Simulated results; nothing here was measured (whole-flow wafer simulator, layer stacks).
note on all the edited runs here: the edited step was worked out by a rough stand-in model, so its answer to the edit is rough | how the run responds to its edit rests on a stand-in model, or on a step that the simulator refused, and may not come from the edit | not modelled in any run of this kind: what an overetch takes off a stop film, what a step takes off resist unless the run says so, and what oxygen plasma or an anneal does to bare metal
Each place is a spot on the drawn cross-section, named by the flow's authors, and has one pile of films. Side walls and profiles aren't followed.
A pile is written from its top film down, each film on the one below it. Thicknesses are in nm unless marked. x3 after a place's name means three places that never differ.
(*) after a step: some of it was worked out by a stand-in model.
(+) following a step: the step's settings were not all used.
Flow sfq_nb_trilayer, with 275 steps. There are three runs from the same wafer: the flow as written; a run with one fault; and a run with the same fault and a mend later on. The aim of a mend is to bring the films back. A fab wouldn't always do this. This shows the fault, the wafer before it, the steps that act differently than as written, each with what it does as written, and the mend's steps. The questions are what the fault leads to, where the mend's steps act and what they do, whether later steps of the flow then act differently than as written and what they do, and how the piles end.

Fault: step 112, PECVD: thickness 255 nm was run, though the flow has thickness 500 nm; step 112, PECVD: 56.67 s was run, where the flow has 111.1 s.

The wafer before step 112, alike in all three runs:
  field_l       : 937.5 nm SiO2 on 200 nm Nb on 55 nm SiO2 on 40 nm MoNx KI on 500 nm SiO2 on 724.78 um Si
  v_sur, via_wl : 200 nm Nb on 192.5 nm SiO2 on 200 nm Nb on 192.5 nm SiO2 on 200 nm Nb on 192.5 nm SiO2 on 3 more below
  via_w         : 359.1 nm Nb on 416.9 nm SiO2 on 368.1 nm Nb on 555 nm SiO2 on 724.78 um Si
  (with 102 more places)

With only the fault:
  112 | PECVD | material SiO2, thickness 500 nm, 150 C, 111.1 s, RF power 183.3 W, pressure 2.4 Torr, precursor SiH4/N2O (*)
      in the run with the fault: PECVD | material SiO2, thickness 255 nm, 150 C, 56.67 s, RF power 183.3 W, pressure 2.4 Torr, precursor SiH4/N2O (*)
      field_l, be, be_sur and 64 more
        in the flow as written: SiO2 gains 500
        in the run with the fault: SiO2 gains 255
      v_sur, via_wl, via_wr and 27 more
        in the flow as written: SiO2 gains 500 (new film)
        in the run with the fault: SiO2 gains 255 (new film)
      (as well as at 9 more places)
  Later steps of the flow acting differently than as written (23 more steps, not shown, differ only slightly: by at most 2% or 0.5 nm, whichever is larger):
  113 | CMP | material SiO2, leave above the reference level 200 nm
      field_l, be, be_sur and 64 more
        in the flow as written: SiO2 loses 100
        in the run with the fault: nothing
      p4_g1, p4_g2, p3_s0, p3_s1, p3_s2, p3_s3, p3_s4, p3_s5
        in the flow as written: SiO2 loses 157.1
        in the run with the fault: nothing
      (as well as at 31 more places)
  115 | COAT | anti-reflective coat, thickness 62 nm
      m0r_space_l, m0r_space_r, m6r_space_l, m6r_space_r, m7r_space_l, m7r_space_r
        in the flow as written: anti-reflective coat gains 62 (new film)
        in the run with the fault: anti-reflective coat gains 79.6 (new film)
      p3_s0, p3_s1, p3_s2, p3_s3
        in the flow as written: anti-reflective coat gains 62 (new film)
        in the run with the fault: anti-reflective coat gains 106 (new film)
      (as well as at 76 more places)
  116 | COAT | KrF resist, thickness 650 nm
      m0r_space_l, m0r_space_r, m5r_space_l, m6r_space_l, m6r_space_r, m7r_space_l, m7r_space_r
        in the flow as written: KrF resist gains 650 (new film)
        in the run with the fault: KrF resist gains 668.4 (new film)
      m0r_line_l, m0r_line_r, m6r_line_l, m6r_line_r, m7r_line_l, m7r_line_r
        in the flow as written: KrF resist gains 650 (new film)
        in the run with the fault: KrF resist gains 678.6 (new film)
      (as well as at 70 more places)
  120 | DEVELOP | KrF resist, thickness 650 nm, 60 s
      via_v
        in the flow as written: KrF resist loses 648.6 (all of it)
        in the run with the fault: KrF resist loses 596.1 (all of it)
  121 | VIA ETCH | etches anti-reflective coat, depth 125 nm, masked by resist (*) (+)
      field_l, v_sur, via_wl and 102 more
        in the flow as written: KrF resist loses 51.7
        in the run with the fault: KrF resist loses 41.9
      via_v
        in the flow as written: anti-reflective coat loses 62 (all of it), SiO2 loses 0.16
        in the run with the fault: anti-reflective coat loses 50.3 (all of it), SiO2 loses 0.13
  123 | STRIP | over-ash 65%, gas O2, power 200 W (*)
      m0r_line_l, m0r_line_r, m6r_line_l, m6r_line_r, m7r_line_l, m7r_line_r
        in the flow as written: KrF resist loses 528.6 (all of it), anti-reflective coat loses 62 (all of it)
        in the run with the fault: KrF resist loses 566.9 (all of it), anti-reflective coat loses 62.6 (all of it)
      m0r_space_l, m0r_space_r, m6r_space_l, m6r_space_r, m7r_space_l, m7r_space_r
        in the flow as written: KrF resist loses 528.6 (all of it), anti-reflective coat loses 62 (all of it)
        in the run with the fault: KrF resist loses 556.7 (all of it), anti-reflective coat loses 79.6 (all of it)
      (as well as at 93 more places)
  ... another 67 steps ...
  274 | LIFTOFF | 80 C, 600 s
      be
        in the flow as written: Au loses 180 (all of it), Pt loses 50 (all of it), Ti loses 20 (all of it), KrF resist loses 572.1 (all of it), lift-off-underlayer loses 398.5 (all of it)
        in the run with the fault: Au loses 180 (all of it), Pt loses 50 (all of it), Ti loses 20 (all of it), KrF resist loses 600.2 (all of it), lift-off-underlayer loses 623.8 (all of it)
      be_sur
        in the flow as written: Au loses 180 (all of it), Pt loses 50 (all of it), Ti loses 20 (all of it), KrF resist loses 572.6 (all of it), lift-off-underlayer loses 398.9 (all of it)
        in the run with the fault: Au loses 180 (all of it), Pt loses 50 (all of it), Ti loses 20 (all of it), KrF resist loses 582.5 (all of it), lift-off-underlayer loses 377 (all of it)
  By the end, the piles at via_w, be, be_sur and 46 more depart from the flow's by more than 2% or 0.5 nm, whichever is larger.
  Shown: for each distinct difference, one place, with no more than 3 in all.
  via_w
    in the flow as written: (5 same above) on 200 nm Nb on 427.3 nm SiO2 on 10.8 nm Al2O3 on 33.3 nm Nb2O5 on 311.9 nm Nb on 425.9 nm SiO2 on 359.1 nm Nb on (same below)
    in the run with the fault: (5 same above) on 200 nm Nb on 495.5 nm SiO2 on 10.1 nm Al2O3 on 34.6 nm Nb2O5 on 110.8 nm Nb on 184.6 nm SiO2 on 162.2 nm Nb on 211.4 nm SiO2 on 359.1 nm Nb on (same below)
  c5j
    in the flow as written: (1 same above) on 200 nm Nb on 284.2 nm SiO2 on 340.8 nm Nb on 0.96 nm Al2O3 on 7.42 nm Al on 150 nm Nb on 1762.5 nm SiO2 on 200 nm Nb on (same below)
    in the run with the fault: (1 same above) on 200 nm Nb on 293.3 nm SiO2 on 183.3 nm Nb on 23.4 nm SiO2 on 170 nm Nb on 0.96 nm Al2O3 on 7.42 nm Al on 150 nm Nb on 1717.5 nm SiO2 on 200 nm Nb on (same below)
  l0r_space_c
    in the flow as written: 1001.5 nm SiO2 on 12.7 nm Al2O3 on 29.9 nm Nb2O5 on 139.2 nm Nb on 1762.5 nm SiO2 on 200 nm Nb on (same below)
    in the run with the fault: 1046.5 nm SiO2 on 12.7 nm Al2O3 on 29.9 nm Nb2O5 on 139.2 nm Nb on 1717.5 nm SiO2 on 200 nm Nb on (same below)

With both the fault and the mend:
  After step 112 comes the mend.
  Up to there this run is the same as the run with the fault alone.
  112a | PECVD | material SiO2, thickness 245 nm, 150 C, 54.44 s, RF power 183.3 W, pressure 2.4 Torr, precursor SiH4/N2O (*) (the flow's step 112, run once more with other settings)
      field_l, v_sur, via_wl and 102 more
        SiO2 gains 245
      via_w
        SiO2 gains 267.4
  Later steps of the flow acting differently than as written:
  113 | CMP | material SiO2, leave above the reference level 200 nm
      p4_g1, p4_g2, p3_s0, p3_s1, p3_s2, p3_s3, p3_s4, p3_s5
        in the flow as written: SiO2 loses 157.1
        in the run with the mend: SiO2 loses 100
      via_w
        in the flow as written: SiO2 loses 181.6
        in the run with the mend: SiO2 loses 52.9
  The piles end the same as the flow's at every place that both follow.
